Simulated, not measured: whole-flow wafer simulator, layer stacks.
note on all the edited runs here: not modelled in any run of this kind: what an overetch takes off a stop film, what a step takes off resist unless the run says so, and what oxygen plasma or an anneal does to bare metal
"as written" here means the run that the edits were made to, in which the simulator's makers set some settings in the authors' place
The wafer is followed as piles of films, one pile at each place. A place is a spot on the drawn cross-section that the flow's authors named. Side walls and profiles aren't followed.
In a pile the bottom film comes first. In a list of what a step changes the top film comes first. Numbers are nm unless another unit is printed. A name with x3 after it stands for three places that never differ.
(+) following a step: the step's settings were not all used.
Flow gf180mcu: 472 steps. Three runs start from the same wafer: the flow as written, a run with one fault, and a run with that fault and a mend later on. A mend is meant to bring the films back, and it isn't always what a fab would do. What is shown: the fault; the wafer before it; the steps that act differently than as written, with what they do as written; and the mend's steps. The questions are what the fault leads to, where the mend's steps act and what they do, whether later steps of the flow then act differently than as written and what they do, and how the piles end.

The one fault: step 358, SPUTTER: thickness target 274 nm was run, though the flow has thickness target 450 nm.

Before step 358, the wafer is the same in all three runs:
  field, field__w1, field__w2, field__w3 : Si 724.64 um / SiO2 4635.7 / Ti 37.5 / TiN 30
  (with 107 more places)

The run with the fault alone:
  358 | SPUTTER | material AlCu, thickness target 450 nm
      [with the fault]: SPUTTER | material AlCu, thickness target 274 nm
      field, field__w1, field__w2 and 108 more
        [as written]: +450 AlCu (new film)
        [with the fault]: +274 AlCu (new film)
  Steps further on in the flow that do not act as written (1 more step, not shown, differs only slightly: by at most 2% or 0.5 nm, whichever is larger):
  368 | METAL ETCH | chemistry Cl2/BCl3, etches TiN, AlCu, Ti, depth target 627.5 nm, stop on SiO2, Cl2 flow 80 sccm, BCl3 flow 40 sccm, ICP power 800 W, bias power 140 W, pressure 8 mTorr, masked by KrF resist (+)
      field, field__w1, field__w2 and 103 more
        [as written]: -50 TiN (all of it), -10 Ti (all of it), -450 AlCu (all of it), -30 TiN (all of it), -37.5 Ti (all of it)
        [with the fault]: -50 TiN (all of it), -10 Ti (all of it), -274 AlCu (all of it), -30 TiN (all of it), -37.5 Ti (all of it)
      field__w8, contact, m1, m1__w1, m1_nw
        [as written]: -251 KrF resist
        [with the fault]: -240.9 KrF resist
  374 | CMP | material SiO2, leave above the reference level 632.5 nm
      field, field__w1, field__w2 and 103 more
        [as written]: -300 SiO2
        [with the fault]: -476 SiO2
  The piles end different from the flow's at field, field__w1, field__w2 and 109 more by more than 2% or 0.5 nm, whichever is larger.
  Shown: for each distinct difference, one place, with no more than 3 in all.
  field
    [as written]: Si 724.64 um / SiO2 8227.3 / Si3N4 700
    [with the fault]: Si 724.64 um / SiO2 8051.3 / Si3N4 700
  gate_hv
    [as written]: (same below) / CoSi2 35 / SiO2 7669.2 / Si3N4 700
    [with the fault]: (same below) / CoSi2 35 / SiO2 7493.2 / Si3N4 700
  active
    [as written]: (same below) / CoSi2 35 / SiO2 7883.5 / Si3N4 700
    [with the fault]: (same below) / CoSi2 35 / SiO2 7707.5 / Si3N4 700

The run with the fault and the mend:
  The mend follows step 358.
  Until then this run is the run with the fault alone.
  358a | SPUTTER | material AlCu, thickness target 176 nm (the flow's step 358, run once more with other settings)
      field, field__w1, field__w2 and 108 more
        +176 AlCu
  None of the later steps of the flow acts differently than as written at any place that is followed.
  By the end, the piles equal the flow's at every place that both follow.
